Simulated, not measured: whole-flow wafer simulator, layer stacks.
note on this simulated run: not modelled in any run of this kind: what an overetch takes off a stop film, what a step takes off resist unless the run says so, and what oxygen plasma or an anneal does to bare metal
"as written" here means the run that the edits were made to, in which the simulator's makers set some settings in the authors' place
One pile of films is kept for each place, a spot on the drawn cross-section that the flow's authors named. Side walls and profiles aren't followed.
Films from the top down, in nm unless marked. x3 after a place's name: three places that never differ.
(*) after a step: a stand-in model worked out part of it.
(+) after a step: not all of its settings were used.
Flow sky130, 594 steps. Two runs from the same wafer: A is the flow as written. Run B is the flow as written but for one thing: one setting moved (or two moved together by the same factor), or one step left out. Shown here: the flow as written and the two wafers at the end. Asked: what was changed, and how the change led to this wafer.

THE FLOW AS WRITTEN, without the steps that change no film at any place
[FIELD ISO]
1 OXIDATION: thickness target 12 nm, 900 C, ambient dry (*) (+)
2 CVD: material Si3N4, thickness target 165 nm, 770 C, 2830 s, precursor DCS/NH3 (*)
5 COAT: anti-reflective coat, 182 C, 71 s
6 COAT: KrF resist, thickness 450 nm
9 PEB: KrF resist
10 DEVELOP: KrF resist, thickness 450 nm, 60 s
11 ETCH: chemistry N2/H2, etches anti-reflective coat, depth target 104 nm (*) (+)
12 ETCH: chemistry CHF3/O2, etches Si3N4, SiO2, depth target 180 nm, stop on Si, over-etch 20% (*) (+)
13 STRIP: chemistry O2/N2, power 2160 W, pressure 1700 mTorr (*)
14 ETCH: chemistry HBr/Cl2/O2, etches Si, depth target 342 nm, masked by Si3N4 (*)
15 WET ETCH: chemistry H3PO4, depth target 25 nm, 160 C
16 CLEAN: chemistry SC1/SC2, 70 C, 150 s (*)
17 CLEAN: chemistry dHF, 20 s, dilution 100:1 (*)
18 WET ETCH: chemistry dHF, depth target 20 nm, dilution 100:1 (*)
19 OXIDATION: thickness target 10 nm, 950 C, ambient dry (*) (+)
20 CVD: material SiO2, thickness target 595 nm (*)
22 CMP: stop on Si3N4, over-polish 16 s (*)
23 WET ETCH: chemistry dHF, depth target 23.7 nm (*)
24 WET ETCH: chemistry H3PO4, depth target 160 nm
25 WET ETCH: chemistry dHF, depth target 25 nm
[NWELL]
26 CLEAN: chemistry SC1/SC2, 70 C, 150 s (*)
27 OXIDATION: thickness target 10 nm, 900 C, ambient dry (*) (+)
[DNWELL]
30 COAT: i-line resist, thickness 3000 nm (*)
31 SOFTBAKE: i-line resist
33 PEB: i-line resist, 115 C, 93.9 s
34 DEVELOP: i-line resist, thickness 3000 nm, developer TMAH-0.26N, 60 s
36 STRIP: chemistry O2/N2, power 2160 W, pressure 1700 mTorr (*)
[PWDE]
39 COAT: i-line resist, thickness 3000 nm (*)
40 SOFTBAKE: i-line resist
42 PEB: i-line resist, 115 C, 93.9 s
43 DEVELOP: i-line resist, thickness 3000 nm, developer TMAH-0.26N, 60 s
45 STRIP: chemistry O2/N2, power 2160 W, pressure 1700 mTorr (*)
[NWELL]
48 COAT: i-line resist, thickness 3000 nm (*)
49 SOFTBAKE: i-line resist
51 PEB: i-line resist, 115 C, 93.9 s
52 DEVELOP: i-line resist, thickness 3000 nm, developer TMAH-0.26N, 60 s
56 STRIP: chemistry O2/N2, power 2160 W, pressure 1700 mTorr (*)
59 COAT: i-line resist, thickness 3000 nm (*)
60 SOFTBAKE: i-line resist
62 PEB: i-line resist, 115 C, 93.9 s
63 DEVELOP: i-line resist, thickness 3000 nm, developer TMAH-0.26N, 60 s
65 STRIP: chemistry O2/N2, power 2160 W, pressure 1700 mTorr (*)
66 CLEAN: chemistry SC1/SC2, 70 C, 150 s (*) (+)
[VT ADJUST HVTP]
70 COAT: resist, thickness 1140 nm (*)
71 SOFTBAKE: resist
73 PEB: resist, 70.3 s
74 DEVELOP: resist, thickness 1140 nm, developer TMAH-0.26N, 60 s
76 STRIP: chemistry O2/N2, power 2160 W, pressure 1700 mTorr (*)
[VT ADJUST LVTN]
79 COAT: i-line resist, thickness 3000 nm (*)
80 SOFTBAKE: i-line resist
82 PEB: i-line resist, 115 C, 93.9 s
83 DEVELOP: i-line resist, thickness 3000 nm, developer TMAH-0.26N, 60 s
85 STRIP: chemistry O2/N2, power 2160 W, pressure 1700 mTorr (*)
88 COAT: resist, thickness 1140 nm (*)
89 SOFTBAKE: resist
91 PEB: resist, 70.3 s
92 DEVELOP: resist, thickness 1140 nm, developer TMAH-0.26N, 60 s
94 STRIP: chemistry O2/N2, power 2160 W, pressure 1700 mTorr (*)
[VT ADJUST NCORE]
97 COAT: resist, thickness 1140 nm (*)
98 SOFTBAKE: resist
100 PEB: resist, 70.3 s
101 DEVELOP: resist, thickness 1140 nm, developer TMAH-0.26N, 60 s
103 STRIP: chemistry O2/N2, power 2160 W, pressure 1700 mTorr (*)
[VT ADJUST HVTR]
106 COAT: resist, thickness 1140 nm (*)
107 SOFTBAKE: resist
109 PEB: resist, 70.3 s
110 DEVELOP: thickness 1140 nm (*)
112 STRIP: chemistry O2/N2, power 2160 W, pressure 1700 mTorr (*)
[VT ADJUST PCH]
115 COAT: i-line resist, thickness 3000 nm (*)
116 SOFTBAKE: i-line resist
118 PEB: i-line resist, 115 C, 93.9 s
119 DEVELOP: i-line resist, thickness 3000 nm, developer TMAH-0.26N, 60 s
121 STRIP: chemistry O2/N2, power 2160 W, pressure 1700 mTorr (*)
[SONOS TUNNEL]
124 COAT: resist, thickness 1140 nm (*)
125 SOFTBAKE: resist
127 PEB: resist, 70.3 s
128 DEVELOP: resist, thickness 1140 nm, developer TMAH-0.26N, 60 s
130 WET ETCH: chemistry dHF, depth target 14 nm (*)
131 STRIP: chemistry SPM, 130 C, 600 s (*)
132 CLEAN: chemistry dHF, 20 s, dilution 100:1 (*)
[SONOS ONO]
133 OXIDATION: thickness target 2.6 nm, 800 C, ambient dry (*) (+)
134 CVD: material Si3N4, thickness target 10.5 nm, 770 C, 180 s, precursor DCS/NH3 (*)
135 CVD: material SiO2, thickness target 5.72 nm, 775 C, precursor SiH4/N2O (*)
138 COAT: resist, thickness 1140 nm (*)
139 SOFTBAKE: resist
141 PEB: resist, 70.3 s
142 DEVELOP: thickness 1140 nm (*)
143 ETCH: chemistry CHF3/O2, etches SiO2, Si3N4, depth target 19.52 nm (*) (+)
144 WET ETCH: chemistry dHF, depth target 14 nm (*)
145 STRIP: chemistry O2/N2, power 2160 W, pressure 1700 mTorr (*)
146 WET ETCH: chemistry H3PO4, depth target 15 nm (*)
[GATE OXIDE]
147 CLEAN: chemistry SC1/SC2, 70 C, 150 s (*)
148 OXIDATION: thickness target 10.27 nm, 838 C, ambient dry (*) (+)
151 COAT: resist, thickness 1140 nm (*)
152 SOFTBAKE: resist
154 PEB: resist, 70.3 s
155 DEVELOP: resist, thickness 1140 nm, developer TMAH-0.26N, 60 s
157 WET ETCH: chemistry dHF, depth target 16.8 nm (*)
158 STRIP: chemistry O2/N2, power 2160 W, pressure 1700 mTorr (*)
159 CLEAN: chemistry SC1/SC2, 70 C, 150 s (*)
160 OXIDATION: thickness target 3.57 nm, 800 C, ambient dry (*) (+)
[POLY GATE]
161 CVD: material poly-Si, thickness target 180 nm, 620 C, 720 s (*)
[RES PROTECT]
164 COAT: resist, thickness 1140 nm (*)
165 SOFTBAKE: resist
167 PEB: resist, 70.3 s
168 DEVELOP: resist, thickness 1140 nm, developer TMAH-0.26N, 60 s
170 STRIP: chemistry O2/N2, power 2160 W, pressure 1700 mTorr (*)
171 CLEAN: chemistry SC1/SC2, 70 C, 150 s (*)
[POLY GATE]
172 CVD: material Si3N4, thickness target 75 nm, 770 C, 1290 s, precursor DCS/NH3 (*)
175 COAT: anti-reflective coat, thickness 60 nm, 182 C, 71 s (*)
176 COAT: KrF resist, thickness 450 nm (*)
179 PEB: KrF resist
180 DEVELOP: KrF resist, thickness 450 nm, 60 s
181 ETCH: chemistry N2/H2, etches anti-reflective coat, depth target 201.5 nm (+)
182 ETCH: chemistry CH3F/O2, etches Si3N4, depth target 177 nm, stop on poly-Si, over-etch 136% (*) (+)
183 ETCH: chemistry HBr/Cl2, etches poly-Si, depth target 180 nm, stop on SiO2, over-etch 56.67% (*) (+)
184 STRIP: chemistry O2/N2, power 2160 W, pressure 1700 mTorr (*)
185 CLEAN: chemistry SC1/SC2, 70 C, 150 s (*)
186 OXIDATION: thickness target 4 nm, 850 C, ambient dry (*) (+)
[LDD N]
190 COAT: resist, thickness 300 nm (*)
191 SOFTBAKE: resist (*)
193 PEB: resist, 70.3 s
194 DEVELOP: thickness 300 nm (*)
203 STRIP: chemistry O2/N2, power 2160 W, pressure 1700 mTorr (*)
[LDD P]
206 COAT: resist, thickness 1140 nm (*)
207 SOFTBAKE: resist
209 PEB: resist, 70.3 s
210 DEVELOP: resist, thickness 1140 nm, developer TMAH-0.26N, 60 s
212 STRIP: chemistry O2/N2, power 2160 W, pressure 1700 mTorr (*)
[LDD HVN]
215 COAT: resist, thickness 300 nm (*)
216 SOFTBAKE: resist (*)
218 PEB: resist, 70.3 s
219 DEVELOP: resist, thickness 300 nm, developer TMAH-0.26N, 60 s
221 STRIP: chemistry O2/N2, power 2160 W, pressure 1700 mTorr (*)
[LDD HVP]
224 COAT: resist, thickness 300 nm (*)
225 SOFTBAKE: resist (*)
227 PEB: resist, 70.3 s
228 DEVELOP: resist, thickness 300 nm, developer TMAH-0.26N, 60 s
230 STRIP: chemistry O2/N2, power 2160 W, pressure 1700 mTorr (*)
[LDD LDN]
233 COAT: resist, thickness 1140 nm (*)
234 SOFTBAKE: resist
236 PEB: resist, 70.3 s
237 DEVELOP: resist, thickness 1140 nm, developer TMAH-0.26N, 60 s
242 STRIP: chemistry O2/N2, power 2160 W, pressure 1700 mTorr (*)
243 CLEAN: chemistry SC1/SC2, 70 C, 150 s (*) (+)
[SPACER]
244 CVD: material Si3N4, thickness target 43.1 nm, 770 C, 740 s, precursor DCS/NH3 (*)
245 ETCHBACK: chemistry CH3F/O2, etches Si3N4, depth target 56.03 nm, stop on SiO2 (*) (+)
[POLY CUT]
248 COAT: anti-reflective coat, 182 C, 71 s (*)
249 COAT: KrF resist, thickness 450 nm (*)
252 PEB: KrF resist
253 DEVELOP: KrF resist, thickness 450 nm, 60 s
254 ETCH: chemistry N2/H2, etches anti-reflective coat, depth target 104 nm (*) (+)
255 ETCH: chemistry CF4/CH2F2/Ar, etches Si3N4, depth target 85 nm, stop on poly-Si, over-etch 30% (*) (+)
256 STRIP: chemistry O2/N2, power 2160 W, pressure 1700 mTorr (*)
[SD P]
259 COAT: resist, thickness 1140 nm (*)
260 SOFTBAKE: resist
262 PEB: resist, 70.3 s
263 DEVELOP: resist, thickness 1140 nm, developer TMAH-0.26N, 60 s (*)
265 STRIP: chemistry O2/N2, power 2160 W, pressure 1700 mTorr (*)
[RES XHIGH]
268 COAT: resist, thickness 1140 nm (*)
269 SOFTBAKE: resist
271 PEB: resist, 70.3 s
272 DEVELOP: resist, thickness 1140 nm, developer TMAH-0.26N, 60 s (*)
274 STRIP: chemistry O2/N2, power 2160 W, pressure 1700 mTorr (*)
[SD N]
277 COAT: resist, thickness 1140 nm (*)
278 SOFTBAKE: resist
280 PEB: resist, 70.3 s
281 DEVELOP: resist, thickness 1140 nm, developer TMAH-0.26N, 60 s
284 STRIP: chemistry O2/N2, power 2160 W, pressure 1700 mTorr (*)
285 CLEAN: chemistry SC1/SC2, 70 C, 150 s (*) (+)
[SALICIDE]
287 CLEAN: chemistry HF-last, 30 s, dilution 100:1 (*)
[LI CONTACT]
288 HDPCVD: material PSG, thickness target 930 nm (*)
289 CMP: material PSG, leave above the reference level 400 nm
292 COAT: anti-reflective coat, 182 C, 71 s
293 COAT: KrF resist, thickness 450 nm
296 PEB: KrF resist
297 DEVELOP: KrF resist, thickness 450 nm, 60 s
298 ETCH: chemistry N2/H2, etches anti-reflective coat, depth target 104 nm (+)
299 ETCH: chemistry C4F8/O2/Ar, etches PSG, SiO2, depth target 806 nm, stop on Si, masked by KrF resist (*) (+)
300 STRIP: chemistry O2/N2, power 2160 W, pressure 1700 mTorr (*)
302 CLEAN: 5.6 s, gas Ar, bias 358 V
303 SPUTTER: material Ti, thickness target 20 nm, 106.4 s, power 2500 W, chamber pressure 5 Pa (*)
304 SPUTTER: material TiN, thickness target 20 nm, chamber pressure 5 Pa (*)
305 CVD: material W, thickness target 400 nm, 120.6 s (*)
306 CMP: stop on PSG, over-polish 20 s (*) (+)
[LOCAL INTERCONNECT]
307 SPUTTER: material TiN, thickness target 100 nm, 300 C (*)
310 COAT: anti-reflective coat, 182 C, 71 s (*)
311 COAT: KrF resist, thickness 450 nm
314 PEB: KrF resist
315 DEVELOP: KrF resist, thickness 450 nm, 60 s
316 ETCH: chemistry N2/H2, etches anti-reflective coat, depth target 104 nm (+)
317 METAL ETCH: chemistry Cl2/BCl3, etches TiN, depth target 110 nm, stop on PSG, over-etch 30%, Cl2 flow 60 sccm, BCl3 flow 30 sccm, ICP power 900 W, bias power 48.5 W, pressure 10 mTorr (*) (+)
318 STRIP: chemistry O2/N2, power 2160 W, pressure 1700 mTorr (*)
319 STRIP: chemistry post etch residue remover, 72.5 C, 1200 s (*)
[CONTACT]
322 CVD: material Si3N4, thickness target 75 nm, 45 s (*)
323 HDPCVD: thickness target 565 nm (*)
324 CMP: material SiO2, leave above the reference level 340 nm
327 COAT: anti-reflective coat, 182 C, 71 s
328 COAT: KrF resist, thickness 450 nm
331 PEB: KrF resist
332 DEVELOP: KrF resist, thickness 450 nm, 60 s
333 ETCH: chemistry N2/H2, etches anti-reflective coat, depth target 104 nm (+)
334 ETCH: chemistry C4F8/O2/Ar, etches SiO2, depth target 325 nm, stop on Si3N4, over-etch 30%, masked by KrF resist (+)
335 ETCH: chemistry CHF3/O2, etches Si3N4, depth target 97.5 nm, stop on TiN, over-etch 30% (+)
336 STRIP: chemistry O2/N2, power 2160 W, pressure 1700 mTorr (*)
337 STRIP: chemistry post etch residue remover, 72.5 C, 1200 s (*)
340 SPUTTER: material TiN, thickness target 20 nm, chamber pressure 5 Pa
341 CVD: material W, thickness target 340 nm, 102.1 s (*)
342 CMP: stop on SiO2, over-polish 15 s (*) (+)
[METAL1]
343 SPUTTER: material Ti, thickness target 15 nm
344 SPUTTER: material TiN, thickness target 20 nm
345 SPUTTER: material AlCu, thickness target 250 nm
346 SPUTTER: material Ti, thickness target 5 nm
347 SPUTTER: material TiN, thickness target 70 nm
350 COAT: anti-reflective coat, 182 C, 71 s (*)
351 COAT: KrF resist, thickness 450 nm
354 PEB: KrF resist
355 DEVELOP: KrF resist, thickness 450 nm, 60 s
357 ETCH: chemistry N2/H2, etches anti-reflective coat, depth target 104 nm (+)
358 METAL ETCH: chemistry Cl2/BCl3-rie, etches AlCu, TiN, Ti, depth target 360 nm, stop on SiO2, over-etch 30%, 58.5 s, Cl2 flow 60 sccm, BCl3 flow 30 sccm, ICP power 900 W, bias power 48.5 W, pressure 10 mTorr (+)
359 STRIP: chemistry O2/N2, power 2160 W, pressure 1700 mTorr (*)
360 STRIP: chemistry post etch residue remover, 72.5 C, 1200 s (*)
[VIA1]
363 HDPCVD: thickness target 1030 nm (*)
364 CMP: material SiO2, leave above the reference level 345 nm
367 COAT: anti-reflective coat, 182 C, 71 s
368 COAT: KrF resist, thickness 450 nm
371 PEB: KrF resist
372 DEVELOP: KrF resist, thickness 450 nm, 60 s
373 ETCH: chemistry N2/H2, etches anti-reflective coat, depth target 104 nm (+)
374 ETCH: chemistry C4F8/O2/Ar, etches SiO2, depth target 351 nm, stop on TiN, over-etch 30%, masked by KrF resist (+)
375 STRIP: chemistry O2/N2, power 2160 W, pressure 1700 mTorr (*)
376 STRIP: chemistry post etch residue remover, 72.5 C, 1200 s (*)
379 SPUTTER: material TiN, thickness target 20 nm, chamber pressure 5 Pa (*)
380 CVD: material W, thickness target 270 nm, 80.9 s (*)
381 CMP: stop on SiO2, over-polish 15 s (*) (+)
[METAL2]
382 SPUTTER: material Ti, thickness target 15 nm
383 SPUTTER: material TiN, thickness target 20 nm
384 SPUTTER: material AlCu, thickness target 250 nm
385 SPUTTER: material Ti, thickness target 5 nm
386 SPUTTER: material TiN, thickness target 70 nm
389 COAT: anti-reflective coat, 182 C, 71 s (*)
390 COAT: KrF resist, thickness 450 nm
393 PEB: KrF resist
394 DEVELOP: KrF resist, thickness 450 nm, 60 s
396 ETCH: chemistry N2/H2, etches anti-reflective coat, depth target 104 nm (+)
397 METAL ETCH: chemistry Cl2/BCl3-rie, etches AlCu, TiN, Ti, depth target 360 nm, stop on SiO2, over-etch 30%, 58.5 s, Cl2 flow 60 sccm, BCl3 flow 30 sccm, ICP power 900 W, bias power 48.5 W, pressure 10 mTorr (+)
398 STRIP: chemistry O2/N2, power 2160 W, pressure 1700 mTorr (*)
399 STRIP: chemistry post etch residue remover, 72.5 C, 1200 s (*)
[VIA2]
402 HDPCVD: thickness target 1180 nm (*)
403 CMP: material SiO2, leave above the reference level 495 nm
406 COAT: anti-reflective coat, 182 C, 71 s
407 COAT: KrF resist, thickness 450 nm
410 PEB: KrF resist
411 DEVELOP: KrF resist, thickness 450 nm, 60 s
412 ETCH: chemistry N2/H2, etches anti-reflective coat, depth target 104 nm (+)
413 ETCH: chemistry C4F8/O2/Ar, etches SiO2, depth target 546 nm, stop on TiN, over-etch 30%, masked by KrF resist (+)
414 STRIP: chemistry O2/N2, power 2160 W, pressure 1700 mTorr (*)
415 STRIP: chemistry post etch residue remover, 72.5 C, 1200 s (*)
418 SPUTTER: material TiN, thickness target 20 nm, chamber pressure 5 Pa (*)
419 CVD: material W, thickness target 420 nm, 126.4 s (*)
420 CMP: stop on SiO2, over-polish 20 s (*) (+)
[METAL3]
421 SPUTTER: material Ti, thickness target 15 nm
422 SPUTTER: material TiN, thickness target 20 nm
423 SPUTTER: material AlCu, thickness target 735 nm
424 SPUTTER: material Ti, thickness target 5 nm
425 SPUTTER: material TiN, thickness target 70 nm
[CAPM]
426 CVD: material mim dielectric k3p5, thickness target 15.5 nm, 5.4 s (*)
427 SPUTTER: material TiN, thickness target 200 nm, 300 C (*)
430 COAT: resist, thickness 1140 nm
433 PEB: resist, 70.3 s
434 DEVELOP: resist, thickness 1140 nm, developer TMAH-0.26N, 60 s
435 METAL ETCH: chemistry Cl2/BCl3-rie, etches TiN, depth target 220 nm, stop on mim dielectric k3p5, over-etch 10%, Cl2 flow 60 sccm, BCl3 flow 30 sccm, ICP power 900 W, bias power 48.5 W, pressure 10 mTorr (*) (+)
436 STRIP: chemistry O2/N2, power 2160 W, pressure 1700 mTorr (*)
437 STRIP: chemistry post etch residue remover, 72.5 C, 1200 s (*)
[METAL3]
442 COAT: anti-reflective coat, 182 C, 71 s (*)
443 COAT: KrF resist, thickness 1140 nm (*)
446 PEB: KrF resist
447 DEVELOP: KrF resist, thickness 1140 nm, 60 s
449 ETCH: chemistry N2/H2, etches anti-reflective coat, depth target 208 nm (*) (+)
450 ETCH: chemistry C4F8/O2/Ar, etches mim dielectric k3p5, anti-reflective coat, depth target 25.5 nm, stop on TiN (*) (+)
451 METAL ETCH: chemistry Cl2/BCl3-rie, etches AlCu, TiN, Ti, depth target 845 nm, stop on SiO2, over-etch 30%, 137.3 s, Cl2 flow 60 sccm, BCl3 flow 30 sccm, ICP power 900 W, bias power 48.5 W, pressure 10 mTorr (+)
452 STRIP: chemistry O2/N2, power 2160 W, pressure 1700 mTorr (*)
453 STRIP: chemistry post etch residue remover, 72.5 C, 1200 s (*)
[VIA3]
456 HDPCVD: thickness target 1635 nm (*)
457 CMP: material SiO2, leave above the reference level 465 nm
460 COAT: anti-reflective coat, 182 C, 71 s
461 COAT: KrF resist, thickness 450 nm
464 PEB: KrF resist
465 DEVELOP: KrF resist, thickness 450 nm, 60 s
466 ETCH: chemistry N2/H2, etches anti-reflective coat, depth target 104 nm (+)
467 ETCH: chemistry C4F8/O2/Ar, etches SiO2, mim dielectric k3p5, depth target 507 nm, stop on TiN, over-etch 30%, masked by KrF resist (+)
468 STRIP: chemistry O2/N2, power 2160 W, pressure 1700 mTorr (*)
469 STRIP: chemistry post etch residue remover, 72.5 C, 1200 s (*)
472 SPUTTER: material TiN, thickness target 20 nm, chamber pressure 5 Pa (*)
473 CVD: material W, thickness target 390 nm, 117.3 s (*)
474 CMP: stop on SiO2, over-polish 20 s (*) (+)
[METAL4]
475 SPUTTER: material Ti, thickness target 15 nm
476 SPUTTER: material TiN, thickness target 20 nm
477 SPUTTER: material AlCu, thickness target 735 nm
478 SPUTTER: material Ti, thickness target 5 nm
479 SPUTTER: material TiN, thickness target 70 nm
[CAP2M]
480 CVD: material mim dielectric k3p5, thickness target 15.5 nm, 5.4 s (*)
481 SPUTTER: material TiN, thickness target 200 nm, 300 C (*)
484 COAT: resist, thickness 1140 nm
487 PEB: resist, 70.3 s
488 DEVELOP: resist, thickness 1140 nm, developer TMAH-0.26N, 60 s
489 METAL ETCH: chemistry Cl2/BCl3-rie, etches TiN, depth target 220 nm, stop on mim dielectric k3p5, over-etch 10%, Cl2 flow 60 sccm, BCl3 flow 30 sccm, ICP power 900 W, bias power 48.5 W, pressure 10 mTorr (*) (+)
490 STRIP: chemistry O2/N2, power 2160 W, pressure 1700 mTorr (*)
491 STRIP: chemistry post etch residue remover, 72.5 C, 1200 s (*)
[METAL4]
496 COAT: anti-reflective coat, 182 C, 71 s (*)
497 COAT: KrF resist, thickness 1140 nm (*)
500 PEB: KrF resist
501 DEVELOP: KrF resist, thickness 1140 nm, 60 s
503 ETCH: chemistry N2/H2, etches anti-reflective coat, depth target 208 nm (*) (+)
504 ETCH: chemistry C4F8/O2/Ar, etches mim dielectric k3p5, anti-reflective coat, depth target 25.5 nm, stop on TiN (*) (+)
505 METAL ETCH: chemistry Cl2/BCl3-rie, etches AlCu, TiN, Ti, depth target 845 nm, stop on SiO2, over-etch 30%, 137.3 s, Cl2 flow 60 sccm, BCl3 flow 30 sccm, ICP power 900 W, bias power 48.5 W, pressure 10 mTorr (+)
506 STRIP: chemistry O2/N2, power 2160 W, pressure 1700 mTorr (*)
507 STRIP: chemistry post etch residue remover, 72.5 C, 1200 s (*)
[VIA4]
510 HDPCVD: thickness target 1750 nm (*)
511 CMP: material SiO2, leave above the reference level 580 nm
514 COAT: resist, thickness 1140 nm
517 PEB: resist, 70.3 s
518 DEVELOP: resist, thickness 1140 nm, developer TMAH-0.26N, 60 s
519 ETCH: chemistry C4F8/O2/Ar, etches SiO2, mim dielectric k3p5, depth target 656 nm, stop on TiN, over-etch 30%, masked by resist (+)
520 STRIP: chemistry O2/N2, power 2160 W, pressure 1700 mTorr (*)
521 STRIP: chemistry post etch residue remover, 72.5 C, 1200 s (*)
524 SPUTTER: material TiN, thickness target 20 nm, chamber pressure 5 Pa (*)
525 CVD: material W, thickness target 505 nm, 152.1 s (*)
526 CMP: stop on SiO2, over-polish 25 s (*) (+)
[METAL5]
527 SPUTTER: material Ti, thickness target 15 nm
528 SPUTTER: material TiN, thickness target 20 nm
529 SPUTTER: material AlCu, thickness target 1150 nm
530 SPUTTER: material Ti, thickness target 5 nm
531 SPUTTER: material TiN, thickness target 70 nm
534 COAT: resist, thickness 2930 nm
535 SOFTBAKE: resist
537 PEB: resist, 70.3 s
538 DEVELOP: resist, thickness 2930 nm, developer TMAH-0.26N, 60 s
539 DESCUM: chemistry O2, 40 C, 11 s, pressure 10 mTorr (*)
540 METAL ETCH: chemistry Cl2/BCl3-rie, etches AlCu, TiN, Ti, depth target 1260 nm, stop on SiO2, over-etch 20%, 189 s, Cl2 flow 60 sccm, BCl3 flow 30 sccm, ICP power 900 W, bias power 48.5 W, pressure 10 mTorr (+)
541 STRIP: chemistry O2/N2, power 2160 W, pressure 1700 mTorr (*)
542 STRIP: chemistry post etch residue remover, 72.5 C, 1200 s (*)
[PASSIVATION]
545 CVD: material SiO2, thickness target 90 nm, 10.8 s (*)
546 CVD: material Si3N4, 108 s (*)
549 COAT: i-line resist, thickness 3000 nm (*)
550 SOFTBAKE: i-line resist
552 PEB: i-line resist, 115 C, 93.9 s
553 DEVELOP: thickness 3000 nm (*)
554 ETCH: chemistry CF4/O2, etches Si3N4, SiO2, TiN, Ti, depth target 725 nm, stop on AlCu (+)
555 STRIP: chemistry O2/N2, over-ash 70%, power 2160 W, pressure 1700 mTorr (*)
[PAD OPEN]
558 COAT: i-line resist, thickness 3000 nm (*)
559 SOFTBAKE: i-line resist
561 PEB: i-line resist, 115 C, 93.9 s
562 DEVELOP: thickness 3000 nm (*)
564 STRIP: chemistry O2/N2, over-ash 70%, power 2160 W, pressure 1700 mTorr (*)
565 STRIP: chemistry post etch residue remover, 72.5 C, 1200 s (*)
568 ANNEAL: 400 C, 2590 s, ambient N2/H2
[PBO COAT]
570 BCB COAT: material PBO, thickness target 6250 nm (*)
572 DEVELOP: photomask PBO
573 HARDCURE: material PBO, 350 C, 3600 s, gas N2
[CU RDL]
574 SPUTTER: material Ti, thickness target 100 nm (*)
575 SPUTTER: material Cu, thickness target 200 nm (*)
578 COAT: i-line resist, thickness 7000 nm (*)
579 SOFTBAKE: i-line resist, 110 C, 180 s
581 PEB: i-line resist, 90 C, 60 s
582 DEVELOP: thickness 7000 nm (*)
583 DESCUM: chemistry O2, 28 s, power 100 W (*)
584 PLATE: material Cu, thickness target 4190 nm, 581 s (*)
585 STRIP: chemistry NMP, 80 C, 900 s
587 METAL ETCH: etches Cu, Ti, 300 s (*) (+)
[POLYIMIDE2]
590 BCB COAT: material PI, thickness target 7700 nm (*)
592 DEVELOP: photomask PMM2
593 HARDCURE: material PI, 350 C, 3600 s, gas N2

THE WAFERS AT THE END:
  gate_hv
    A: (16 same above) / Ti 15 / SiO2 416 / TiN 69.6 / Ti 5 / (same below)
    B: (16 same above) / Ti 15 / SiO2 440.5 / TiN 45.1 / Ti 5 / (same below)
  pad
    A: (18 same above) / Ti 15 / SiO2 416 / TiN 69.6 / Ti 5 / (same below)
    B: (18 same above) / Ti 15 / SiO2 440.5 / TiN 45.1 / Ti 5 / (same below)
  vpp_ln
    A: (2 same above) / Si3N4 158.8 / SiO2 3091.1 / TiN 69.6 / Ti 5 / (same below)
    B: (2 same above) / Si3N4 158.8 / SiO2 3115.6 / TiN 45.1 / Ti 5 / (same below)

The cause: step 386, SPUTTER: thickness target 45.5 nm was run, where the flow has thickness target 70 nm.

How the change led to this, step by step:
  386 SPUTTER: material TiN, thickness target 70 nm
      field, active, n_well and 188 more: A TiN +70 (new film) | B TiN +45.5 (new film)
  397 METAL ETCH: chemistry Cl2/BCl3-rie, etches AlCu, TiN, Ti, depth target 360 nm, stop on SiO2, over-etch 30%, 58.5 s, Cl2 flow 60 sccm, BCl3 flow 30 sccm, ICP power 900 W, bias power 48.5 W, pressure 10 mTorr (+)
      field, active, gate and 82 more: A TiN -68.7 (all of it), Ti -5 (all of it), AlCu -250 (all of it), TiN -20 (all of it), Ti -15 (all of it), SiO2 -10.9 | B TiN -44.2 (all of it), Ti -5 (all of it), AlCu -250 (all of it), TiN -20 (all of it), Ti -15 (all of it), SiO2 -13.4
  403 CMP: material SiO2, leave above the reference level 495 nm
      n_well, p_well, gate_hv and 101 more: A SiO2 -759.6 | B SiO2 -735.1
      m1, via1_hole: A SiO2 -759.1 | B SiO2 -734.6
  413 ETCH: chemistry C4F8/O2/Ar, etches SiO2, depth target 546 nm, stop on TiN, over-etch 30%, masked by KrF resist (+)
      m1: A SiO2 -420.3 (all of it) | B SiO2 -444.8 (all of it)
      via2_hole: A SiO2 -419.8 (all of it) | B SiO2 -444.3 (all of it)
  419 CVD: material W, thickness target 420 nm, 126.4 s (*)
      m1: A W +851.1 (new film) | B W +876 (new film)
      via2_hole: A W +850.7 (new film) | B W +875.5 (new film)
